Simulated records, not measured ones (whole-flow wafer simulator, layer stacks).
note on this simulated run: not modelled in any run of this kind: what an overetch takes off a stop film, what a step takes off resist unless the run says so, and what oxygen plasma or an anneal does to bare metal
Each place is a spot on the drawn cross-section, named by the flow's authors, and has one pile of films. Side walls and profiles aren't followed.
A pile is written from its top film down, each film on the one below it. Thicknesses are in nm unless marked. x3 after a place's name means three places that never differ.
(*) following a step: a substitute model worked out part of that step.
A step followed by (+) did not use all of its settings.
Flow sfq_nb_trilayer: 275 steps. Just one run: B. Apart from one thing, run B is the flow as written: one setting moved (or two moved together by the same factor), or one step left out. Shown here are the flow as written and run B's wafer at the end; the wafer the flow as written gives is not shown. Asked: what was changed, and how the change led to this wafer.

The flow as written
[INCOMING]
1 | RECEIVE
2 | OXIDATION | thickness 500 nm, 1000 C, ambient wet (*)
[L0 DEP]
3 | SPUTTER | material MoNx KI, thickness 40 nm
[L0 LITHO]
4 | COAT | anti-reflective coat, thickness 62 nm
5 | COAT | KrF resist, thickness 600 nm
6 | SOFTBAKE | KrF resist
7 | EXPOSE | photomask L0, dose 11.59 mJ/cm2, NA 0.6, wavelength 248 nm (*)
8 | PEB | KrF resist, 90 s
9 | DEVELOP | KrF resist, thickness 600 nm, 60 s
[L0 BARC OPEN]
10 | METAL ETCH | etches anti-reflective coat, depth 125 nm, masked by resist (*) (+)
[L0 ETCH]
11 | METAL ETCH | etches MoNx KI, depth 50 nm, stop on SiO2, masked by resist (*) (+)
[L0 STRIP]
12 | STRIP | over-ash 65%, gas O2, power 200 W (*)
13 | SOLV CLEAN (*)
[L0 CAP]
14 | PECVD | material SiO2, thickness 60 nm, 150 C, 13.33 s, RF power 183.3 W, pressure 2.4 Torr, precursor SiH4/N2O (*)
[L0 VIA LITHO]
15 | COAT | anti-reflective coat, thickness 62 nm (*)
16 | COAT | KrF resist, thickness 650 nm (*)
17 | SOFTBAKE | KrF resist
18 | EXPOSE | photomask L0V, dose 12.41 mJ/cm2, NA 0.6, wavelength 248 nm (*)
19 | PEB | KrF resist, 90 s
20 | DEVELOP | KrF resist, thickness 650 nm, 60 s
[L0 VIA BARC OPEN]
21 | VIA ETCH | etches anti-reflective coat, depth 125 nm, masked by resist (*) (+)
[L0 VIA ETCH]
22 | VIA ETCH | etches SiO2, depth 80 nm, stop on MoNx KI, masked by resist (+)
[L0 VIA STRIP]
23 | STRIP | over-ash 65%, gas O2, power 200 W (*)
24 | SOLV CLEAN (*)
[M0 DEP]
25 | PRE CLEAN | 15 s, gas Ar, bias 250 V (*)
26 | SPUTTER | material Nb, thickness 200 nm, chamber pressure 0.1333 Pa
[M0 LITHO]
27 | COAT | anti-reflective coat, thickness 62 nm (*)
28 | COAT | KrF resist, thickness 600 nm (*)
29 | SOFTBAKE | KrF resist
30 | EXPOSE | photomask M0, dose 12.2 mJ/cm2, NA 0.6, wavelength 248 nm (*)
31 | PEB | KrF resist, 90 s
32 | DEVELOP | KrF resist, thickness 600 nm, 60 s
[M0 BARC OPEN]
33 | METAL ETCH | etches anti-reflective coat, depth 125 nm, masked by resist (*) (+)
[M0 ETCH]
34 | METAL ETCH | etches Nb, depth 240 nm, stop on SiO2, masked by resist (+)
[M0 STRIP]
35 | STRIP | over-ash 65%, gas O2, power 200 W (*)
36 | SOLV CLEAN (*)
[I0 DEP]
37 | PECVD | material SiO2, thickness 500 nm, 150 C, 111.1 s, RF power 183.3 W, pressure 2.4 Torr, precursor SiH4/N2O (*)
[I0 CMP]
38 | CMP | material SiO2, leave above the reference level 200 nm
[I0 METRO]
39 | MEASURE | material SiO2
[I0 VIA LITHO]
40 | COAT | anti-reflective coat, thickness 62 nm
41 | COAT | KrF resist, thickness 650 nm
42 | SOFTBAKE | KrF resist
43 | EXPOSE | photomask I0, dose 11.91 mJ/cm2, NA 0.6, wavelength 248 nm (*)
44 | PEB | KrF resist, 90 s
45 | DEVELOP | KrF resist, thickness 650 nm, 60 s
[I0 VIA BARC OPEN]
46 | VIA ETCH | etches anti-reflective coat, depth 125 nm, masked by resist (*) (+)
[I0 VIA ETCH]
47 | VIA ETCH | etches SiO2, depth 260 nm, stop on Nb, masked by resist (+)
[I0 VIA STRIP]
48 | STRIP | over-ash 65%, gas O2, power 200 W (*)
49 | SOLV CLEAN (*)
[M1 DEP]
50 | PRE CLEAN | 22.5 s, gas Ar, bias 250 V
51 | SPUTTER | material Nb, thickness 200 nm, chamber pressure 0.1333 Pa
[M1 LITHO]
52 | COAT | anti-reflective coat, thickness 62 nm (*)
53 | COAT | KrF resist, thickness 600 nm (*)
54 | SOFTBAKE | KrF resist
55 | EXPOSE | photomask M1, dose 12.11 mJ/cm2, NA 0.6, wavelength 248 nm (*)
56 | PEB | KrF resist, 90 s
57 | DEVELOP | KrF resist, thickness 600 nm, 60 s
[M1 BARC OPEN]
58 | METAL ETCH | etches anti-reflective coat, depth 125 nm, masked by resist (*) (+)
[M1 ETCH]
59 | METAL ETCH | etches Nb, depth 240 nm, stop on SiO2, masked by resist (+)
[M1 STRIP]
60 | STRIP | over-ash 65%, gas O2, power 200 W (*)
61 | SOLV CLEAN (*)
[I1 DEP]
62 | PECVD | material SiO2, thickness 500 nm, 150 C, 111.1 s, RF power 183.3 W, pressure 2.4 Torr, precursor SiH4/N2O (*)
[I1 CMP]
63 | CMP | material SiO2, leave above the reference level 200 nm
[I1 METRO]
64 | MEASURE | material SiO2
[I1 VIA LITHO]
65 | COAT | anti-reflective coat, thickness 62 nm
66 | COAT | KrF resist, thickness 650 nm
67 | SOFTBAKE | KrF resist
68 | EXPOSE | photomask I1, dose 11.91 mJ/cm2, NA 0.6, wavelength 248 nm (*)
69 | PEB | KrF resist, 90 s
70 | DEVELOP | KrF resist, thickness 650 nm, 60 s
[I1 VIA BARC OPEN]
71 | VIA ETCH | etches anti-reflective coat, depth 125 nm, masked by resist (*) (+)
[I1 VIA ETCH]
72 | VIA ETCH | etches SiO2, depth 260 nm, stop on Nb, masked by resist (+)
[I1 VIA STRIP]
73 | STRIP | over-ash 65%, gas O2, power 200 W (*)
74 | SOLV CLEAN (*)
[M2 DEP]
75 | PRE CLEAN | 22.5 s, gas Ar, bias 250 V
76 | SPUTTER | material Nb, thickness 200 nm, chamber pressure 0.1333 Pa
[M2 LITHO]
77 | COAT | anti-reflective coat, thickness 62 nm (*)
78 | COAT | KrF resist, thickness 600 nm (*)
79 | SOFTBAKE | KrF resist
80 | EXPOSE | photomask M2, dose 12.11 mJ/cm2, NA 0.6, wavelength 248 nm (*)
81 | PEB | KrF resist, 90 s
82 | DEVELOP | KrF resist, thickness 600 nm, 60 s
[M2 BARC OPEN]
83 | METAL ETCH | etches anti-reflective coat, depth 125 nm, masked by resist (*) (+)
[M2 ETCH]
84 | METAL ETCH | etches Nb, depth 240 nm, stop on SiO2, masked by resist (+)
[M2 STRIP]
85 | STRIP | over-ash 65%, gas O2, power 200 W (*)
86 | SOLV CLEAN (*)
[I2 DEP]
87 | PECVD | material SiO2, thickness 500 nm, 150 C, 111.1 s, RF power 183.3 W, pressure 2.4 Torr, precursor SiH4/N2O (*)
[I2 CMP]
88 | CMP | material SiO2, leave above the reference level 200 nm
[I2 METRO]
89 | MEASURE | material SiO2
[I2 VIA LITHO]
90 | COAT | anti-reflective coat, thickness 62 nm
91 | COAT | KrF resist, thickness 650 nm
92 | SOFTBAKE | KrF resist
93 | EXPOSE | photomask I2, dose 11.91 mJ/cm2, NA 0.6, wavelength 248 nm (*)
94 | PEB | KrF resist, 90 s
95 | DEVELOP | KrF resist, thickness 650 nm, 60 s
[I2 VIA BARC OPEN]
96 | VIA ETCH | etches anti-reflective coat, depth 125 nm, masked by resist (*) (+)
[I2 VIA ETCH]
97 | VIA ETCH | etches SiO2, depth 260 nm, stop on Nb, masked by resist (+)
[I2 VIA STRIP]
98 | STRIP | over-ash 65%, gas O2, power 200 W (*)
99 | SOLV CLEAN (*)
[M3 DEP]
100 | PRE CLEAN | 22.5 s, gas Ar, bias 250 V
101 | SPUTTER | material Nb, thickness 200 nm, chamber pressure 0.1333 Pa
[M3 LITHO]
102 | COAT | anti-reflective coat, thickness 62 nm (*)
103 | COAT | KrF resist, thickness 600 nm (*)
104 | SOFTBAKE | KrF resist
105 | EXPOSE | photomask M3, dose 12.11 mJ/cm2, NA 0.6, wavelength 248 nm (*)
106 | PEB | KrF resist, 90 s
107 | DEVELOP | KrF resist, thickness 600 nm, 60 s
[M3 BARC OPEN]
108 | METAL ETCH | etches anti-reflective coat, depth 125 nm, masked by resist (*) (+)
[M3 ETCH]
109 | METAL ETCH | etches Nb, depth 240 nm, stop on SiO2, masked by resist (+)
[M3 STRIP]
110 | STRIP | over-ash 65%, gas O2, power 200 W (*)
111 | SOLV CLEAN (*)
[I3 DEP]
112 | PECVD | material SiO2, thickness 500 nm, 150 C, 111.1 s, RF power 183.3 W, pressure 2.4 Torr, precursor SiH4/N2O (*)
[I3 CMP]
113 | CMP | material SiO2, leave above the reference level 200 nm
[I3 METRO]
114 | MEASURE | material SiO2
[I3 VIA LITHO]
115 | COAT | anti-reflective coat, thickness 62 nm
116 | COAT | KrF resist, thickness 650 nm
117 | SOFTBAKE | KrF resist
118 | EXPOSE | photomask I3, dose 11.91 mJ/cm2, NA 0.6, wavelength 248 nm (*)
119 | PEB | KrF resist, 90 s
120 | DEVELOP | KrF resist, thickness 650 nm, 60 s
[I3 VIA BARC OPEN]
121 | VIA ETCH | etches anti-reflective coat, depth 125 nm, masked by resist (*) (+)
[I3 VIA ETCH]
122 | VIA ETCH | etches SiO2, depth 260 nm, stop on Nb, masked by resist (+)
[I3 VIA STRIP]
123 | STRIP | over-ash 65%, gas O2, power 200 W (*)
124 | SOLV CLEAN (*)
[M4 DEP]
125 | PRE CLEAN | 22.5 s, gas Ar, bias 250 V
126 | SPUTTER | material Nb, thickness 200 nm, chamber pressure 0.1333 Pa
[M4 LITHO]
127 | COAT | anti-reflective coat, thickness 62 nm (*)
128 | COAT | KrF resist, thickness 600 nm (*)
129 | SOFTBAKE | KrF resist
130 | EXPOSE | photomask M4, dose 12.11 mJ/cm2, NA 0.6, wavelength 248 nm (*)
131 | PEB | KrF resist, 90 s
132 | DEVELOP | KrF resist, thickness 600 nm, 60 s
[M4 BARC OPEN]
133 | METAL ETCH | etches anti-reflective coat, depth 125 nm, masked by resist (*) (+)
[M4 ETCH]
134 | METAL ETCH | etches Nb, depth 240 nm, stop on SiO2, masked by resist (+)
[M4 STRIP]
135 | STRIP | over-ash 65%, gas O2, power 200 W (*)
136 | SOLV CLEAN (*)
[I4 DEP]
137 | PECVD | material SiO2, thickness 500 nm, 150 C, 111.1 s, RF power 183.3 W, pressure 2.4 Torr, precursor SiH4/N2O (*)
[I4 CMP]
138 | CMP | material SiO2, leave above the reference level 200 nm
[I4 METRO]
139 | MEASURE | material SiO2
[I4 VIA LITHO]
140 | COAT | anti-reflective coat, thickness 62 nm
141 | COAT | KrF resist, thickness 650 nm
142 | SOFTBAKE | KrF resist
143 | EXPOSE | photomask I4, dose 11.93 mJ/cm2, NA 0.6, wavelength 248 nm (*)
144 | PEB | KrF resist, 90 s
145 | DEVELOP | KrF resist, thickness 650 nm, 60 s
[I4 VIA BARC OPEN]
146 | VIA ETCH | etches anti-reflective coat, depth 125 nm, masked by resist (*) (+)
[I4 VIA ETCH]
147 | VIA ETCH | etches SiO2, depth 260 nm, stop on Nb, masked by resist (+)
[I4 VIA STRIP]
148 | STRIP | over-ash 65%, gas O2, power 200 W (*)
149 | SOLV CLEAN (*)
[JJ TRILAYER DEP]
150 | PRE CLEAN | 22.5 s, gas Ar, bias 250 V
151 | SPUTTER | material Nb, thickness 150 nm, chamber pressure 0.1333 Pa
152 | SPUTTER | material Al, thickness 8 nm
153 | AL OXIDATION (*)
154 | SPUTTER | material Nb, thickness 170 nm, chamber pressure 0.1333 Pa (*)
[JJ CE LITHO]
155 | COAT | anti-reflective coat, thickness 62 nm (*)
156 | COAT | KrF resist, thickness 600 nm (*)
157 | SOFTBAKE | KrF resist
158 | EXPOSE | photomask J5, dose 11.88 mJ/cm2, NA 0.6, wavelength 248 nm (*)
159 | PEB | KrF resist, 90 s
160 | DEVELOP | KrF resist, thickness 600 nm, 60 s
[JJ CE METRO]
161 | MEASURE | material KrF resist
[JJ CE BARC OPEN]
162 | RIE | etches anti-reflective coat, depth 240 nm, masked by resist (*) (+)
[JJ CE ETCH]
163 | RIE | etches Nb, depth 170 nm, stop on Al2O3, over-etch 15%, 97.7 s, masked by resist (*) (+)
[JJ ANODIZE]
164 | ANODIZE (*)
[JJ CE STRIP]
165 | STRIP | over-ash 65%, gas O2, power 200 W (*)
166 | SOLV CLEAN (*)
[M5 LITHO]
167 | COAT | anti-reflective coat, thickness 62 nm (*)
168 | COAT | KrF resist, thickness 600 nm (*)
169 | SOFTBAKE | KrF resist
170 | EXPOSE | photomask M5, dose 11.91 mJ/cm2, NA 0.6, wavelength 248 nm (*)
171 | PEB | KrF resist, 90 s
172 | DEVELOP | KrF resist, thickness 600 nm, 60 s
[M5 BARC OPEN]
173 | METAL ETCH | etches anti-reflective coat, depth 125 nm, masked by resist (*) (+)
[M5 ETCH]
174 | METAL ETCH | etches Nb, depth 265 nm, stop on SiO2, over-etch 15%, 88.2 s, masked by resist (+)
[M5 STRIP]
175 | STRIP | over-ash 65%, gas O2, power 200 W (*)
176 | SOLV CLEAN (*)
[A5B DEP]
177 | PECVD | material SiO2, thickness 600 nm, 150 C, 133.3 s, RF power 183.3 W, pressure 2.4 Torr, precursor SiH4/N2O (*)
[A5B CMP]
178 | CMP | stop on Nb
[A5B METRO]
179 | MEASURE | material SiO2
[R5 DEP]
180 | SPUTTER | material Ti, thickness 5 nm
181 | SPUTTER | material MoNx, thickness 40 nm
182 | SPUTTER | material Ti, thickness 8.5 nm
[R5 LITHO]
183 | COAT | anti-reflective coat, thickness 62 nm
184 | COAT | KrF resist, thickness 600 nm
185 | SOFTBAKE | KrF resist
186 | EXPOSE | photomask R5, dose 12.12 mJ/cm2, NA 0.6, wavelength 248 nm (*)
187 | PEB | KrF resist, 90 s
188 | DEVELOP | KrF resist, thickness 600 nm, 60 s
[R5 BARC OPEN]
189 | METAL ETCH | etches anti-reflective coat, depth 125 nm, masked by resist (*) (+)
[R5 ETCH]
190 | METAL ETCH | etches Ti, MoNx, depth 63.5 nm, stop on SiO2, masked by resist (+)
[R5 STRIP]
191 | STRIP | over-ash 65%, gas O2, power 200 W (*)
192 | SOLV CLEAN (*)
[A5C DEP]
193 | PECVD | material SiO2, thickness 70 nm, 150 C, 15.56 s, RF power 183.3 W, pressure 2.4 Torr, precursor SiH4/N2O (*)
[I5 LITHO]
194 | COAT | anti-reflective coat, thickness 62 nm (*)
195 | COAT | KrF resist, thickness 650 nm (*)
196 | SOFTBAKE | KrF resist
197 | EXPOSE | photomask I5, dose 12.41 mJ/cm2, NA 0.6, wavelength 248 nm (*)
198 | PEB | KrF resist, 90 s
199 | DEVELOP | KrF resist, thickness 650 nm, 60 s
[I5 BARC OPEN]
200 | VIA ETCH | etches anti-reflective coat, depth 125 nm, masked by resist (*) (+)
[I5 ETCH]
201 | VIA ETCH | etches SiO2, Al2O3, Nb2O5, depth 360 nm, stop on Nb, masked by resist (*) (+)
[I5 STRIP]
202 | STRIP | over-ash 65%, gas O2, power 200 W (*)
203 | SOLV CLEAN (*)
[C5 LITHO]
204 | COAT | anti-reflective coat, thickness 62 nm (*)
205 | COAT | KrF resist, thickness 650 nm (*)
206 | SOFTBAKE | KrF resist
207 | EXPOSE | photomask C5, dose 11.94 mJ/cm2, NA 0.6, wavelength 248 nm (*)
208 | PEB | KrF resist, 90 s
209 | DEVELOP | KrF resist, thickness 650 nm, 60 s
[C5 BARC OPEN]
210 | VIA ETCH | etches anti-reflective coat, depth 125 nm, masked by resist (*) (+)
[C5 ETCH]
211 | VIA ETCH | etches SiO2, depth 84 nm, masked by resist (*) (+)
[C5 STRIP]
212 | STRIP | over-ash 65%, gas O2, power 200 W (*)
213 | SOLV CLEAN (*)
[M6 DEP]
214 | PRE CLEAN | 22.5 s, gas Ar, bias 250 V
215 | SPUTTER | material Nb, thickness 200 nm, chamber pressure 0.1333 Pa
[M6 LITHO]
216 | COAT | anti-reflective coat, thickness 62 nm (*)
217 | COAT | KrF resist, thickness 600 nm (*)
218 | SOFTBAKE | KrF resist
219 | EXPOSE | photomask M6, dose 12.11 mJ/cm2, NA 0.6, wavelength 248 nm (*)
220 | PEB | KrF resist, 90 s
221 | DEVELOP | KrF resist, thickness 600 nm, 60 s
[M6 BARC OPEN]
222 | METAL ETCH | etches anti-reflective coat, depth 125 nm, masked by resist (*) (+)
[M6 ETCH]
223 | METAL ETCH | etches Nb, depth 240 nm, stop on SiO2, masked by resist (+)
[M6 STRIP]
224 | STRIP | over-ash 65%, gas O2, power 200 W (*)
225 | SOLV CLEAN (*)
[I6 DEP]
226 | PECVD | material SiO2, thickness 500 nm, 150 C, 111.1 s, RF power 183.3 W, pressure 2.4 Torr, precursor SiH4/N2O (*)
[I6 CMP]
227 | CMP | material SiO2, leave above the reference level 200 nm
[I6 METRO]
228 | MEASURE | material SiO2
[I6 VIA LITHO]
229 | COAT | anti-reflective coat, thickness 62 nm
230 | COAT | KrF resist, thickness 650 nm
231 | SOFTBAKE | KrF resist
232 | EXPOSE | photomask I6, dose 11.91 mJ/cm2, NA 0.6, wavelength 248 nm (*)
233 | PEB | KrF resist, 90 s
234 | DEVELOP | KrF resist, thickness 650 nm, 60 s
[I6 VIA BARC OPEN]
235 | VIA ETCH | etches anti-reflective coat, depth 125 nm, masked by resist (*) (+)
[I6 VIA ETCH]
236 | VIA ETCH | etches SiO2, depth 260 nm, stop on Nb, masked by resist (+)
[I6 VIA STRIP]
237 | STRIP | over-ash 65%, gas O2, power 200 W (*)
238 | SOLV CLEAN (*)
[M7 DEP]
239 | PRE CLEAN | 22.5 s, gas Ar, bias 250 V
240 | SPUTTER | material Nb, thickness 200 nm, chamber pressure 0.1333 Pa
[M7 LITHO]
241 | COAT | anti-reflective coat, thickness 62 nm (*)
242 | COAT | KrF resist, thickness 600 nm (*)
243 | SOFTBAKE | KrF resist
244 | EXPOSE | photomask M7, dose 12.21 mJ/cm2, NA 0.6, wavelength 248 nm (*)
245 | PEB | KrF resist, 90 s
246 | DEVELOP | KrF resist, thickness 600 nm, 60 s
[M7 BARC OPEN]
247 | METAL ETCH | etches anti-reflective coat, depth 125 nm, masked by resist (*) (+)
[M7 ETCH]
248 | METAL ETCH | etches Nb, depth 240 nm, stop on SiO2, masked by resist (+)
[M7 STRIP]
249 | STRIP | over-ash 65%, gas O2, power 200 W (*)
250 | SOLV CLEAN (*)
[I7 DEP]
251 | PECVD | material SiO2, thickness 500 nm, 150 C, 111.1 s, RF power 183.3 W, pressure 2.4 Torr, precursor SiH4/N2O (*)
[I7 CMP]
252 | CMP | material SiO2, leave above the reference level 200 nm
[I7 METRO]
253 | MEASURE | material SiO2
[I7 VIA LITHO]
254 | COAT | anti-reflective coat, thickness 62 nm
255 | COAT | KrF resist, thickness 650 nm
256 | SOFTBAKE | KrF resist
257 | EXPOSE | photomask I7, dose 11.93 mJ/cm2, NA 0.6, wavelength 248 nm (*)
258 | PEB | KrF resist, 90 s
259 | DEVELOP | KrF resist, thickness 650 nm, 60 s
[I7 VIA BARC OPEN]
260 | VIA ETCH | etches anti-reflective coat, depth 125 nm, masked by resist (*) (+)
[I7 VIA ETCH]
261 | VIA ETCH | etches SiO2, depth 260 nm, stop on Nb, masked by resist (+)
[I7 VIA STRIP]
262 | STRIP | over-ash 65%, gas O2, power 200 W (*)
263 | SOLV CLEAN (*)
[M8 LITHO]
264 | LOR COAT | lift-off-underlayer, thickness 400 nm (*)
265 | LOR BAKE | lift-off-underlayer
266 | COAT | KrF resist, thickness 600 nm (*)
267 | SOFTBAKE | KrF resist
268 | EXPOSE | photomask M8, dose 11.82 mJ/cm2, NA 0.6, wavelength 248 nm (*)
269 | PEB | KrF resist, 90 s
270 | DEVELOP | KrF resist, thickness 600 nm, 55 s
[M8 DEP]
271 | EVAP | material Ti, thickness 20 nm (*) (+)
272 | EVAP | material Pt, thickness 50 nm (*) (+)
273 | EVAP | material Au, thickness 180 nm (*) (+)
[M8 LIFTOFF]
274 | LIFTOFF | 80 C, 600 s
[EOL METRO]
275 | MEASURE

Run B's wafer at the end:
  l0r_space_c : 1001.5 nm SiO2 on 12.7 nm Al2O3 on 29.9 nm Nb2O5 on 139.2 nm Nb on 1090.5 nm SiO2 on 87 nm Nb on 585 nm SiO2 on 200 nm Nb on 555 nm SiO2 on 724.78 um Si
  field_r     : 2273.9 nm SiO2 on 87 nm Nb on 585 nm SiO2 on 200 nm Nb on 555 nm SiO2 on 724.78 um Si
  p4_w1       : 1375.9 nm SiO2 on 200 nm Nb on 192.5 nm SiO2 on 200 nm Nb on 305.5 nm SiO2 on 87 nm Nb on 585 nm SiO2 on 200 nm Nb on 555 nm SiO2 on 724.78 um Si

Cause: step 84, METAL ETCH: depth 113 nm was run, whereas the flow has depth 240 nm.

The path from the change to this, step by step:
  84 | METAL ETCH | etches Nb, depth 240 nm, stop on SiO2, masked by resist (+)
      field_l, be, be_sur and 81 more: Nb loses 113 (it would be, as written: Nb loses 200 (all of it))
      v_sur, via_wl, via_w and 19 more: KrF resist loses 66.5 (it would be, as written: KrF resist loses 141.2)
  85 | STRIP | over-ash 65%, gas O2, power 200 W (*)
      wl_j_sl, wl_jj, wl_j_sr and 12 more: KrF resist loses 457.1 (all of it), anti-reflective coat loses 62 (all of it) (it would be, as written: KrF resist loses 382.4 (all of it), anti-reflective coat loses 62 (all of it))
      v_sur: KrF resist loses 454.7 (all of it), anti-reflective coat loses 61.4 (all of it) (it would be, as written: KrF resist loses 380 (all of it), anti-reflective coat loses 61.4 (all of it))
      (also at 6 further places)
  87 | PECVD | material SiO2, thickness 500 nm, 150 C, 111.1 s, RF power 183.3 W, pressure 2.4 Torr, precursor SiH4/N2O (*)
      field_l, be, be_sur and 81 more: SiO2 gains 500 (new film) (it would be, as written: SiO2 gains 500)
  88 | CMP | material SiO2, leave above the reference level 200 nm
      field_l, be, be_sur and 81 more: SiO2 loses 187 (it would be, as written: SiO2 loses 100)
With metal films that touch counted as one body, l0r_space_c has 3 bodies (between them, from the top down: SiO2 1090.5; SiO2 585); the flow as written gives 2 bodies (between them, from the top down: SiO2 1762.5).
With metal films that touch counted as one body, field_r has 2 bodies (between them, from the top down: SiO2 585); the flow as written gives 1 body.
With metal films that touch counted as one body, p4_w1 has 4 bodies (between them, from the top down: SiO2 192.5; SiO2 305.5; SiO2 585); the flow as written gives 3 bodies (between them, from the top down: SiO2 192.5; SiO2 977.5).
